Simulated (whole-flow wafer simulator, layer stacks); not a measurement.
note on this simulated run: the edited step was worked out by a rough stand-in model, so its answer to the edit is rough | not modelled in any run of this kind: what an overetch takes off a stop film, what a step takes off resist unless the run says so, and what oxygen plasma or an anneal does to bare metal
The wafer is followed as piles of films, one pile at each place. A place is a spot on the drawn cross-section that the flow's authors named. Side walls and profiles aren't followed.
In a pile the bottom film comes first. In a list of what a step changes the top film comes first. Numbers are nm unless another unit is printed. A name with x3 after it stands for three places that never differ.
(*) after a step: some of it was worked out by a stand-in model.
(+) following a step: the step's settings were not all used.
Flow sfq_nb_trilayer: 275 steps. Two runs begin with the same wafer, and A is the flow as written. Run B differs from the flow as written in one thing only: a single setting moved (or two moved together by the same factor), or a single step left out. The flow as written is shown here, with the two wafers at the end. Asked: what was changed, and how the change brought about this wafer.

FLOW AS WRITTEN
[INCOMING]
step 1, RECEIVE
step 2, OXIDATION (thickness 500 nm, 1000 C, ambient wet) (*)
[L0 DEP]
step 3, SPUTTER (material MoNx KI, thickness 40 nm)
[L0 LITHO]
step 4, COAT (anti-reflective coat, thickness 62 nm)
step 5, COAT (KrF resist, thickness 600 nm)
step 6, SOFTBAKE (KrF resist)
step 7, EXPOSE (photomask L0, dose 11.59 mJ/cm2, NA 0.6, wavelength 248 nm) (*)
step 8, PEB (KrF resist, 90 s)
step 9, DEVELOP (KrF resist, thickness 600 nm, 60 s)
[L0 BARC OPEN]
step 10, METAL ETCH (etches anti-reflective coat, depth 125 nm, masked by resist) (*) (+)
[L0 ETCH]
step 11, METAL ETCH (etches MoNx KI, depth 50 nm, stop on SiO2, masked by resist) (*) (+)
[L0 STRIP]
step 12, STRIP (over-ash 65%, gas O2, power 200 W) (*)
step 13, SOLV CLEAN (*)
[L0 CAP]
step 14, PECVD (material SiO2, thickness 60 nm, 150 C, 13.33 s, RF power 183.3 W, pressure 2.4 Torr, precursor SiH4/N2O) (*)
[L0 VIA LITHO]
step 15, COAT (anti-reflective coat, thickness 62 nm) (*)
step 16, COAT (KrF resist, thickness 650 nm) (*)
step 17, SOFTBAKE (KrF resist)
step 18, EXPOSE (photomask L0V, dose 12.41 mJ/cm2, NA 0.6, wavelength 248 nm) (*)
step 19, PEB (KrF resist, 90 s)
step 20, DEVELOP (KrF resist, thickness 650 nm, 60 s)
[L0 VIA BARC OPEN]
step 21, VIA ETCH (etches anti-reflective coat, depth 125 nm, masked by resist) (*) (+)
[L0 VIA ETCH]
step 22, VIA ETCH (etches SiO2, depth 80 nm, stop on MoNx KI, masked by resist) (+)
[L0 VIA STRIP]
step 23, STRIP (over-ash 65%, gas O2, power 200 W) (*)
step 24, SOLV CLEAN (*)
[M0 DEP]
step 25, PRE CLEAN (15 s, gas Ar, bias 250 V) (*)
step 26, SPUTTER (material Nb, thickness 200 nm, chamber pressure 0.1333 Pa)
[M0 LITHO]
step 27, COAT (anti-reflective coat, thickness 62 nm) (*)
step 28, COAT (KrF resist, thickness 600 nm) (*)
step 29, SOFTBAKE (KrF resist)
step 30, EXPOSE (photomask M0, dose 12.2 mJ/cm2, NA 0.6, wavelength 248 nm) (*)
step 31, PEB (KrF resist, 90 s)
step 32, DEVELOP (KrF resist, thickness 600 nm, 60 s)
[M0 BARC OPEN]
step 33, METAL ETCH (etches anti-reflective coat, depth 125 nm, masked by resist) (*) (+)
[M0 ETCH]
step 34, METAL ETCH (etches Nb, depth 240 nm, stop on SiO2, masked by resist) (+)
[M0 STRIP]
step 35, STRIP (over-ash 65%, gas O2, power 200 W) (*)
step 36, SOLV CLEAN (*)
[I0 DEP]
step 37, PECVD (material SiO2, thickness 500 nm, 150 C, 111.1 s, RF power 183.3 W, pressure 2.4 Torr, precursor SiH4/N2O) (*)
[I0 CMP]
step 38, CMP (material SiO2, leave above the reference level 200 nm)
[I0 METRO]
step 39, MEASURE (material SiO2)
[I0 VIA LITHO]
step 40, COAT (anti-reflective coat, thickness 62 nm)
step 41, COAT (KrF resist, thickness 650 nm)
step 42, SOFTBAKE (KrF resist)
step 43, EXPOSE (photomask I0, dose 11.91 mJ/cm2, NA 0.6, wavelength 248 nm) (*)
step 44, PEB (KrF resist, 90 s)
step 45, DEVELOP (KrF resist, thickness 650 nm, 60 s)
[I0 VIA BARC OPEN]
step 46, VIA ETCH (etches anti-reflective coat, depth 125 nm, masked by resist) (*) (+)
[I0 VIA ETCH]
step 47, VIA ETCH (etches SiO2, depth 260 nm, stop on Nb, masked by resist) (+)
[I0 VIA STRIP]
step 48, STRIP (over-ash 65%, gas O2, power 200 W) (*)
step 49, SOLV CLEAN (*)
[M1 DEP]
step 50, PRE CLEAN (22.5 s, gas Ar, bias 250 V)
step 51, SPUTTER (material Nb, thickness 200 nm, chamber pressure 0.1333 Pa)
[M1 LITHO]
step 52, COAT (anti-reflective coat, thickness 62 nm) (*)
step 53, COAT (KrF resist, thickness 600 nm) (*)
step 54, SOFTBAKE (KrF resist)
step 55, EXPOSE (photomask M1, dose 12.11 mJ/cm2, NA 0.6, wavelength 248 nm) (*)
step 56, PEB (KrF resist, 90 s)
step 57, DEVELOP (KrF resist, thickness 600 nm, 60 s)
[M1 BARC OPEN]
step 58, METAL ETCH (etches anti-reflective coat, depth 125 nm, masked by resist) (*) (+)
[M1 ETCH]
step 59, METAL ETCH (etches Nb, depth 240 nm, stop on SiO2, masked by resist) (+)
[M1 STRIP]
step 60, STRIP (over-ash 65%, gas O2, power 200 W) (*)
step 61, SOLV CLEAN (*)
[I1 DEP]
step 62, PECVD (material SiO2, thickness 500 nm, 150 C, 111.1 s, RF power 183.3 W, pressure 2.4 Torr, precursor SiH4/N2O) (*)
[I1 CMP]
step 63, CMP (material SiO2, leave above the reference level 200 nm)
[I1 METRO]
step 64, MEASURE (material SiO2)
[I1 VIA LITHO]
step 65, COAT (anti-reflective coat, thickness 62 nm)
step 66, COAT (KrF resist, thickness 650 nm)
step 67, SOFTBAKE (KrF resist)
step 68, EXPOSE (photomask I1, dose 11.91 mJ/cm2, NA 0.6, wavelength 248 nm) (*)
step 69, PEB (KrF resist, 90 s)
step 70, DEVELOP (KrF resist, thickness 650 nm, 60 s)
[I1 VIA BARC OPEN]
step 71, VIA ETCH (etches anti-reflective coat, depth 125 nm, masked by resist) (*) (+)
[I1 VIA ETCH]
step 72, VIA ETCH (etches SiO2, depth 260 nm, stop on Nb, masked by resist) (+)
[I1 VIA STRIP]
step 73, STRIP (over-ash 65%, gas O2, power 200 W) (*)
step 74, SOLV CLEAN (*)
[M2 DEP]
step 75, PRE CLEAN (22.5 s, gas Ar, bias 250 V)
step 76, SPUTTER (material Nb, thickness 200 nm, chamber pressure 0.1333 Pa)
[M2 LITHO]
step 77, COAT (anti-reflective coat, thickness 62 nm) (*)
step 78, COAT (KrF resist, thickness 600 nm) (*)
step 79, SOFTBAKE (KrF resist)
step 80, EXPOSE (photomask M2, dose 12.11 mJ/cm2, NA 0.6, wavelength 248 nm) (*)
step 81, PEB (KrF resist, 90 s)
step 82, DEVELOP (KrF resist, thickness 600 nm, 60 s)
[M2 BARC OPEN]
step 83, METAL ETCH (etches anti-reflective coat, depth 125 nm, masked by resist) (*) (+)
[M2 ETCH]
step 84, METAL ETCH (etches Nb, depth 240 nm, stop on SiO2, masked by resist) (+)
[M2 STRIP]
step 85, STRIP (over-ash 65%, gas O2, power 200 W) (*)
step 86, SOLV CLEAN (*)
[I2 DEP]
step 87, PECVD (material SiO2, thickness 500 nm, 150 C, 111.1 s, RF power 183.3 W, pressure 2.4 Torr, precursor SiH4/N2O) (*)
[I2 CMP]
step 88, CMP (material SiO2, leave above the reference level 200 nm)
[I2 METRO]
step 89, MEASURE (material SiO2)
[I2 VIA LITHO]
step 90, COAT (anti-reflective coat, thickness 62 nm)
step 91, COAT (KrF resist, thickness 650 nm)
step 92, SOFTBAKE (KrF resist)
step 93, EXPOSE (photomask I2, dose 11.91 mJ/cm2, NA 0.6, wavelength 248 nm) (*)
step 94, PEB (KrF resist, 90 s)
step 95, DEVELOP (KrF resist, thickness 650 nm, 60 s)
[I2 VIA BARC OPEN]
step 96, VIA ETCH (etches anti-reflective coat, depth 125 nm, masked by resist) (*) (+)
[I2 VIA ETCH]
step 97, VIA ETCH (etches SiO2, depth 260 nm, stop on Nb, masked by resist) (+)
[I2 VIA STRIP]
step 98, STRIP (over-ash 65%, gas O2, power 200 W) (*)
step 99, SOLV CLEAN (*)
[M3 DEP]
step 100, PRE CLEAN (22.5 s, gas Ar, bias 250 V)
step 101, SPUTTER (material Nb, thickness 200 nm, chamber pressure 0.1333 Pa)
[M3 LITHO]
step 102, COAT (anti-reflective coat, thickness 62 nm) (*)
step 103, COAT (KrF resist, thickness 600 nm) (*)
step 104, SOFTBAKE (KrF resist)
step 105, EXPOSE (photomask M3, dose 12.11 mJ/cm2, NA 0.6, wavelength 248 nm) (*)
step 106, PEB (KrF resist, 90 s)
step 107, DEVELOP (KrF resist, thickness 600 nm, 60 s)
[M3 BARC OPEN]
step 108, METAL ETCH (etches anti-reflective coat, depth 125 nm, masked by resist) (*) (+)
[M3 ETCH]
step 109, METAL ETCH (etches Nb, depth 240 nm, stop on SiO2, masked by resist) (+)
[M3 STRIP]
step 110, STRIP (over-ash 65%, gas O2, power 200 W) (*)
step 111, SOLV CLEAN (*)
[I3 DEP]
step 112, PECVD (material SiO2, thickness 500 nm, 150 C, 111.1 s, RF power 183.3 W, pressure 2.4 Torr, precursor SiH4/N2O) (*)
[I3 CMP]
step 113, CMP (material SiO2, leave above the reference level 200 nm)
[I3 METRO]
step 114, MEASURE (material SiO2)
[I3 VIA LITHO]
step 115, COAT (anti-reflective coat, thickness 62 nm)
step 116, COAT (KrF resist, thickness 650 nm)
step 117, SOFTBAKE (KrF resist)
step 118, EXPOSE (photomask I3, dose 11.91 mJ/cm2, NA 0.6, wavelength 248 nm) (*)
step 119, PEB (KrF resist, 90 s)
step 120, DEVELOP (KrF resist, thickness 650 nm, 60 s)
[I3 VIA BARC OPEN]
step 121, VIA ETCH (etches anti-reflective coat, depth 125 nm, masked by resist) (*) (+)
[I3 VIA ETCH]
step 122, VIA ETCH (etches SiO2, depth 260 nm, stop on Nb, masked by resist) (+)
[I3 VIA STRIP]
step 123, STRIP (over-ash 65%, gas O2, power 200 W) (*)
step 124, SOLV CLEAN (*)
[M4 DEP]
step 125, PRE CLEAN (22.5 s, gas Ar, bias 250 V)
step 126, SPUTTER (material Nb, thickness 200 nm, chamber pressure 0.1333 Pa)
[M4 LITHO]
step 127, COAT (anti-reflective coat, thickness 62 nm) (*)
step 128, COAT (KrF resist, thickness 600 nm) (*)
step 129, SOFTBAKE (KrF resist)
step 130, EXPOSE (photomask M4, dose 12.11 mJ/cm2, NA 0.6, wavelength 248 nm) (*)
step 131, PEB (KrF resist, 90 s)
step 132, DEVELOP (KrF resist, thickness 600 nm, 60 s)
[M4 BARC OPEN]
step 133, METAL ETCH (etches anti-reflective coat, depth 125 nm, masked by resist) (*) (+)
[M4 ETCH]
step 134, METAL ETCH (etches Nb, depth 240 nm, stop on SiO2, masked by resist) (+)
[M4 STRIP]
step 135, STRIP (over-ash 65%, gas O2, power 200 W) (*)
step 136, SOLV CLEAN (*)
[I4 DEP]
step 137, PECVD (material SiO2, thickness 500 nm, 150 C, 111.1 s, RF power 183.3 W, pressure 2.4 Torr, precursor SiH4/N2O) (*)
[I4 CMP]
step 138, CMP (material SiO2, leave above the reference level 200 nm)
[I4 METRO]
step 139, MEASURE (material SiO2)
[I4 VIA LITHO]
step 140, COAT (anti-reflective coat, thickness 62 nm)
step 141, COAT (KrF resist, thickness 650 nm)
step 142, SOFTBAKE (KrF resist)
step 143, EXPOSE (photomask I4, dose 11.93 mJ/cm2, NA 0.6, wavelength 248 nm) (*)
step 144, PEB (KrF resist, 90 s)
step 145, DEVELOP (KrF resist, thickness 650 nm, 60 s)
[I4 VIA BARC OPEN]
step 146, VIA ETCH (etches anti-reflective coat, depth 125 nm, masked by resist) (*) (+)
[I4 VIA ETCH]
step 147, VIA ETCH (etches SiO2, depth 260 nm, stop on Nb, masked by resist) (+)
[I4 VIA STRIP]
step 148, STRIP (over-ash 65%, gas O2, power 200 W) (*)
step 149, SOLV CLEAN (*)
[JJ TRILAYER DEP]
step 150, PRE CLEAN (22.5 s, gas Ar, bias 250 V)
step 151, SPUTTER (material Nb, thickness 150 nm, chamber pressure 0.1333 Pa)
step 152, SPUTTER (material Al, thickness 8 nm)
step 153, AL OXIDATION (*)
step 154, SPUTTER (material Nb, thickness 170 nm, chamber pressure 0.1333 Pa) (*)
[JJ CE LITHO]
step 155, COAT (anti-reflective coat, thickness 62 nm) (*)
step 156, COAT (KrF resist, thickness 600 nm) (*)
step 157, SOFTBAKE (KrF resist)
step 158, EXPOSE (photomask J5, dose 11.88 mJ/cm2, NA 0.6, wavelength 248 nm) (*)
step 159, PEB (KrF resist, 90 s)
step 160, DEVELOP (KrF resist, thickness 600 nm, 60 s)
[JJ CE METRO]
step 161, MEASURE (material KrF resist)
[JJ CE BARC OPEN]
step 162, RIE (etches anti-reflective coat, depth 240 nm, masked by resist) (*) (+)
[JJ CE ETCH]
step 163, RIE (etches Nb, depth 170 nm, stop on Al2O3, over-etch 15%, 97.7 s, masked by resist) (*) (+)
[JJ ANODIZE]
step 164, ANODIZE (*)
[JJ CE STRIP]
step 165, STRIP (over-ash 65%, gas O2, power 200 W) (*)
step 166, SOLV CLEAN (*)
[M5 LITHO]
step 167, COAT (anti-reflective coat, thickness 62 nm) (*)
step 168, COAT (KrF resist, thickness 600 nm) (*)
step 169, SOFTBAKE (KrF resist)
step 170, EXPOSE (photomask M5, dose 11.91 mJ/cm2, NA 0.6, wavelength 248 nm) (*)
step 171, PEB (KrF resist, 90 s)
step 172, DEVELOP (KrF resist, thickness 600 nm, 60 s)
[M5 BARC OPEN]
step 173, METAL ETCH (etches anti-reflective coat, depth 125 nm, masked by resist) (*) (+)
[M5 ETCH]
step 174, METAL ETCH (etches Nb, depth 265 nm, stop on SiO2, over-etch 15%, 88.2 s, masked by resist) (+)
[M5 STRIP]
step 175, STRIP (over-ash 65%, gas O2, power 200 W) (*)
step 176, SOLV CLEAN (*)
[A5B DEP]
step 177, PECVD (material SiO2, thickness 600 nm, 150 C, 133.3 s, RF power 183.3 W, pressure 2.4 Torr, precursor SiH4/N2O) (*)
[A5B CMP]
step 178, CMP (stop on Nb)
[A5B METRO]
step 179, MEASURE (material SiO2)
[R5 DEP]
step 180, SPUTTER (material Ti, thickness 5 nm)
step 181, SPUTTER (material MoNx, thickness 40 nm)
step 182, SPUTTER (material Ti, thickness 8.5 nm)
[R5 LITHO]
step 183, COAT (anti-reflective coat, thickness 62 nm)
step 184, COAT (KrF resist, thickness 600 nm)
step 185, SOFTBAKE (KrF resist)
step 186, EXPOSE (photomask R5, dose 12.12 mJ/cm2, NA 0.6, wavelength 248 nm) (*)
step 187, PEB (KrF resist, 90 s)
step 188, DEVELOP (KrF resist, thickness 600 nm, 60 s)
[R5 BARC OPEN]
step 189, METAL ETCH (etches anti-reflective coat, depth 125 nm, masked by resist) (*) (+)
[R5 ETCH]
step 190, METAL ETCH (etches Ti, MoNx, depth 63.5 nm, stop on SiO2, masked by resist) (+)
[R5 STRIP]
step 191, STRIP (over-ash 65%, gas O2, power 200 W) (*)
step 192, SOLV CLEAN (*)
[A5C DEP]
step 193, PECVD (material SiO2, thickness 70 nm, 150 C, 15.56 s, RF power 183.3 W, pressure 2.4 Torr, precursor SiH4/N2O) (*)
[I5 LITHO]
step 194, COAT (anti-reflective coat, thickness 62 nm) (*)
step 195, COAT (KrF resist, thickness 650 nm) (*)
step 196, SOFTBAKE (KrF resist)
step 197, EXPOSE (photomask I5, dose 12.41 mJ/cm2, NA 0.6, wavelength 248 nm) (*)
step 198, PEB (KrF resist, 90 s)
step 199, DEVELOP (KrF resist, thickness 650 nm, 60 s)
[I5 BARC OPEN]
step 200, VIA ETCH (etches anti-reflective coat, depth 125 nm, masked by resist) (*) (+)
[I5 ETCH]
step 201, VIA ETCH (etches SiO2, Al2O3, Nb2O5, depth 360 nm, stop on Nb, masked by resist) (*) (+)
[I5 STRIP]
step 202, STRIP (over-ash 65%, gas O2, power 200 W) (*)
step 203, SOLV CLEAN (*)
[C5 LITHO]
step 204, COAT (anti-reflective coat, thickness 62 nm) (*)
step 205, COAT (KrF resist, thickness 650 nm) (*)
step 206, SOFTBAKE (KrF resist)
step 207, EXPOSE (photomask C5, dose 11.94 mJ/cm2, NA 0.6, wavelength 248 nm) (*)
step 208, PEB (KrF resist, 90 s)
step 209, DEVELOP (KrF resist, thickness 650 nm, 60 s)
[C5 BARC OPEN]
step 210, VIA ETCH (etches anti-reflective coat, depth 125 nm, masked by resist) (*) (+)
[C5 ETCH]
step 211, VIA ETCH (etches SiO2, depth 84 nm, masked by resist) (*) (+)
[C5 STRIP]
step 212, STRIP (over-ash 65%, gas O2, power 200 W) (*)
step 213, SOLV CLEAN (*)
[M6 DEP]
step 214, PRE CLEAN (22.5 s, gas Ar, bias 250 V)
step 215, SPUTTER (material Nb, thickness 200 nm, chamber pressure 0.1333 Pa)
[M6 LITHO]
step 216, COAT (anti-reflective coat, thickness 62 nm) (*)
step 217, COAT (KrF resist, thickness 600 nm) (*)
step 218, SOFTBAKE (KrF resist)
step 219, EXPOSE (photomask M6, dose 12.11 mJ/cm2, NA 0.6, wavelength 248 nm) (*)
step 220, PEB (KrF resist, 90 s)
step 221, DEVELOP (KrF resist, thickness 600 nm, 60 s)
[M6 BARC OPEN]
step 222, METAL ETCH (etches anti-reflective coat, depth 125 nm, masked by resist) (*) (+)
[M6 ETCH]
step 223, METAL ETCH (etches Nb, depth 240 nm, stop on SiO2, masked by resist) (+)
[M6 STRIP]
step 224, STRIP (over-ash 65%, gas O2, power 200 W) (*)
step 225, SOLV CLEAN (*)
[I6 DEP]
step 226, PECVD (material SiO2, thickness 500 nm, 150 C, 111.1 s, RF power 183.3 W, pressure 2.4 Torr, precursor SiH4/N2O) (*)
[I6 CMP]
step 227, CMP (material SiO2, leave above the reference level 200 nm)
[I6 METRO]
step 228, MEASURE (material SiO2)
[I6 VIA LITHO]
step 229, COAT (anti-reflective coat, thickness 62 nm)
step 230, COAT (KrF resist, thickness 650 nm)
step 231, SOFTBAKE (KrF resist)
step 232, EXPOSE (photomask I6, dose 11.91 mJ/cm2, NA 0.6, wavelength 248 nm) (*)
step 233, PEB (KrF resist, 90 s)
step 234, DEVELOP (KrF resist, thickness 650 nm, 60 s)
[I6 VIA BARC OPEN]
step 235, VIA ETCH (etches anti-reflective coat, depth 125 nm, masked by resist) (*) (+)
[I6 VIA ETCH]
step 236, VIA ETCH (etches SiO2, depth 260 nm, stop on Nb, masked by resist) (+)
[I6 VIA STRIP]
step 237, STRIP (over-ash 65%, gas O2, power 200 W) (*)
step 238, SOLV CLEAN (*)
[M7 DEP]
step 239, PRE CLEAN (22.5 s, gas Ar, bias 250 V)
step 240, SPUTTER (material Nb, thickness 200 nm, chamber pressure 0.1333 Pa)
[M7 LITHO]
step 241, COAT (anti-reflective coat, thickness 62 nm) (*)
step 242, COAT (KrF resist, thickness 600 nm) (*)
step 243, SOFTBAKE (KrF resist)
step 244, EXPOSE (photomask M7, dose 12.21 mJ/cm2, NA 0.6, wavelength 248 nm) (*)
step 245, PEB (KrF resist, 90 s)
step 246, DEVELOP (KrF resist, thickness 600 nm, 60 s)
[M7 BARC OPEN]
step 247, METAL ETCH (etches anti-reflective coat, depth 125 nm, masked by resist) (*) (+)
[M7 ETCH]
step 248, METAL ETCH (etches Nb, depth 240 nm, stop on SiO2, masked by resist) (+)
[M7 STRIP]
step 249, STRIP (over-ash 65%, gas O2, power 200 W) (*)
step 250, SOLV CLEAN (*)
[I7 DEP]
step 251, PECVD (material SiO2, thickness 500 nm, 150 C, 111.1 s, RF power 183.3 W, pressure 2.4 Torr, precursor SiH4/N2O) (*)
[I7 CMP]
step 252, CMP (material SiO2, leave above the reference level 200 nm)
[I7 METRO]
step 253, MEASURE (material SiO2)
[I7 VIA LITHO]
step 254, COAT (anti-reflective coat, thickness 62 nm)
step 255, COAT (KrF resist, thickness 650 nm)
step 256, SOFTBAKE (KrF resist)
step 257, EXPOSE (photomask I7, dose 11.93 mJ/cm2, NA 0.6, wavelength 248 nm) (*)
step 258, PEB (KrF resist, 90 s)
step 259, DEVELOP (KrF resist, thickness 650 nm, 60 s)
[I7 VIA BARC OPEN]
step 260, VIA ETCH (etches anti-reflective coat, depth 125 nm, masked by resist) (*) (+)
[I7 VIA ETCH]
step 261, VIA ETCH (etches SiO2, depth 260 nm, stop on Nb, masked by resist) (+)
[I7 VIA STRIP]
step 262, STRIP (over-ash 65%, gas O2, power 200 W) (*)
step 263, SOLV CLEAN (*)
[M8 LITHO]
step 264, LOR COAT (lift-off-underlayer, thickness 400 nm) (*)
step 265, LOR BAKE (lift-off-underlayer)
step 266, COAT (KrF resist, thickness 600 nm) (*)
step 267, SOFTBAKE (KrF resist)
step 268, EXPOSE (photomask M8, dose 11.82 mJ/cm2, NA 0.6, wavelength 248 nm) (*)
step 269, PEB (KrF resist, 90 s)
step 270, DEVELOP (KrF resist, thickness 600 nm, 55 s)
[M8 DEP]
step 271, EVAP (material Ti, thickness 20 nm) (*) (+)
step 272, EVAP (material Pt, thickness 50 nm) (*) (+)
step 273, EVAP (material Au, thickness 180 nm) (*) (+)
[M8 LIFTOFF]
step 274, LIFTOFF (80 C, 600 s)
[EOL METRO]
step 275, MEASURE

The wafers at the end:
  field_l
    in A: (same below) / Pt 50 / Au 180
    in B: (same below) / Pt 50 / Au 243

The reason: step 273, EVAP: thickness 243 nm was run, while the flow as written has thickness 180 nm.
One can read it off the wafer: field_l has Au 243, and step 273 as written asks for 180 nm.

Step by step, how the change led to this:
  step 273, EVAP (material Au, thickness 180 nm) (*) (+)
      field_l, v_sur, via_wl and 103 more: A Au gains 180 (new film) | B Au gains 243 (new film)
  step 274, LIFTOFF (80 C, 600 s)
      p4_fl, p4_fm, p4_w1 and 71 more: A Au loses 180 (all of it), Pt loses 50 (all of it), Ti loses 20 (all of it), KrF resist loses 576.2 (all of it), lift-off-underlayer loses 400 (all of it) | B Au loses 243 (all of it), Pt loses 50 (all of it), Ti loses 20 (all of it), KrF resist loses 576.2 (all of it), lift-off-underlayer loses 400 (all of it)
      c5j, ce_r: A Au loses 180 (all of it), Pt loses 50 (all of it), Ti loses 20 (all of it), KrF resist loses 573.3 (all of it), lift-off-underlayer loses 399.3 (all of it) | B Au loses 243 (all of it), Pt loses 50 (all of it), Ti loses 20 (all of it), KrF resist loses 573.3 (all of it), lift-off-underlayer loses 399.3 (all of it)
      (as well as at 19 more places)
